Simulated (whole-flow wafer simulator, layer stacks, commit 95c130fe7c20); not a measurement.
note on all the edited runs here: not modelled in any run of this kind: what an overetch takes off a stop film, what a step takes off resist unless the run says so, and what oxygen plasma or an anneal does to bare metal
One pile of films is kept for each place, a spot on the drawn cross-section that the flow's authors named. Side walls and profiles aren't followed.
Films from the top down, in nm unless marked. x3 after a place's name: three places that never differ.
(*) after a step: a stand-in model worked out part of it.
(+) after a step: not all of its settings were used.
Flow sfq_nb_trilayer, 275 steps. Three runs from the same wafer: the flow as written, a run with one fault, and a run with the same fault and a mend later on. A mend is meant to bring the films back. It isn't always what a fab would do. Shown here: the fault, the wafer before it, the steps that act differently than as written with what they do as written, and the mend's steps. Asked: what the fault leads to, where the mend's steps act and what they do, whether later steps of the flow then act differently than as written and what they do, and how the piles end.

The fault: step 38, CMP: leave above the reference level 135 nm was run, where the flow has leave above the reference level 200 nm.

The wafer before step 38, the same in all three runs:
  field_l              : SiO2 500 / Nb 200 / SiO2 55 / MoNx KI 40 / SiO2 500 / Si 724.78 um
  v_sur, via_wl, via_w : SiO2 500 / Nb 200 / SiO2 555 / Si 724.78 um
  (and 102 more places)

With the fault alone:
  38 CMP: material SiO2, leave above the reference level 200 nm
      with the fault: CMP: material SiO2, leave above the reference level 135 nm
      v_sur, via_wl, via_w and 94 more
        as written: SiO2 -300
        with the fault: SiO2 -365
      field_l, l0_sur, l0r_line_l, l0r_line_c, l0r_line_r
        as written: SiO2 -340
        with the fault: SiO2 -405
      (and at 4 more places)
  Later steps of the flow that act differently than as written (4 more steps differ only slightly, by at most 2% or 0.5 nm, whichever is larger, and aren't shown):
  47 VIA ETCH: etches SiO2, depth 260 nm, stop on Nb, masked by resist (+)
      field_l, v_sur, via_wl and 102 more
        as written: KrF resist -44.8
        with the fault: KrF resist -34.9
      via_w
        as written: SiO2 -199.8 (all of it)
        with the fault: SiO2 -134.8 (all of it)
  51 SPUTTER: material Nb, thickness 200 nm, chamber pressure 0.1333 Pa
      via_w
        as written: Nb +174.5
        with the fault: Nb +187.7
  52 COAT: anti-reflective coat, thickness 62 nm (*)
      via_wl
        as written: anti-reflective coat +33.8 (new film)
        with the fault: anti-reflective coat +36.5 (new film)
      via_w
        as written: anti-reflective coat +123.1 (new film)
        with the fault: anti-reflective coat +108.4 (new film)
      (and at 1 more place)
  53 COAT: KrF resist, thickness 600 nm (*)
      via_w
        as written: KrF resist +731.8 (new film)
        with the fault: KrF resist +678.8 (new film)
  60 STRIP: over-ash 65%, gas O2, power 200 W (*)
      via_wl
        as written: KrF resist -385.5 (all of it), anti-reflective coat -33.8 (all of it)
        with the fault: KrF resist -390.9 (all of it), anti-reflective coat -36.5 (all of it)
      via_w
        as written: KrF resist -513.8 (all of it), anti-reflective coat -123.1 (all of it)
        with the fault: KrF resist -461 (all of it), anti-reflective coat -108.4 (all of it)
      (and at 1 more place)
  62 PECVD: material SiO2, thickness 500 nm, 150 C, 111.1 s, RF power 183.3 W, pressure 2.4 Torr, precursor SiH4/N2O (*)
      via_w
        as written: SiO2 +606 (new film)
        with the fault: SiO2 +503.4 (new film)
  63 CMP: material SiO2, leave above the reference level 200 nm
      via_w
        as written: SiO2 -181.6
        with the fault: SiO2 -157.1
  At the end the piles differ from the flow's by more than 2% or 0.5 nm, whichever is larger, at field_l, v_sur, via_wl and 102 more.
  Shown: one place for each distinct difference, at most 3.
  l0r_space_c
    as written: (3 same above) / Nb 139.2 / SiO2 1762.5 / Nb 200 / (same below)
    with the fault: (3 same above) / Nb 139.2 / SiO2 1697.5 / Nb 200 / (same below)
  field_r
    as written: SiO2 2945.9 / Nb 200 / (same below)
    with the fault: SiO2 2880.9 / Nb 200 / (same below)
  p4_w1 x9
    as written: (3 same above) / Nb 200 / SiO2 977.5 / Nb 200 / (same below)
    with the fault: (3 same above) / Nb 200 / SiO2 912.5 / Nb 200 / (same below)

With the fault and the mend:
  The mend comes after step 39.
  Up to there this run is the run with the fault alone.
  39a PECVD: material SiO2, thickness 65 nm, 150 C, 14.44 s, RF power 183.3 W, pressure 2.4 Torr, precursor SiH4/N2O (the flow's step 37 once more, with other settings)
      field_l, v_sur, via_wl and 103 more
        SiO2 +65
  No later step of the flow acts differently than as written, at any place that is followed, by more than 2% or 0.5 nm, whichever is larger.
  At the end the piles differ from the flow's only slightly at the places that both follow, by at most 2% or 0.5 nm, whichever is larger.
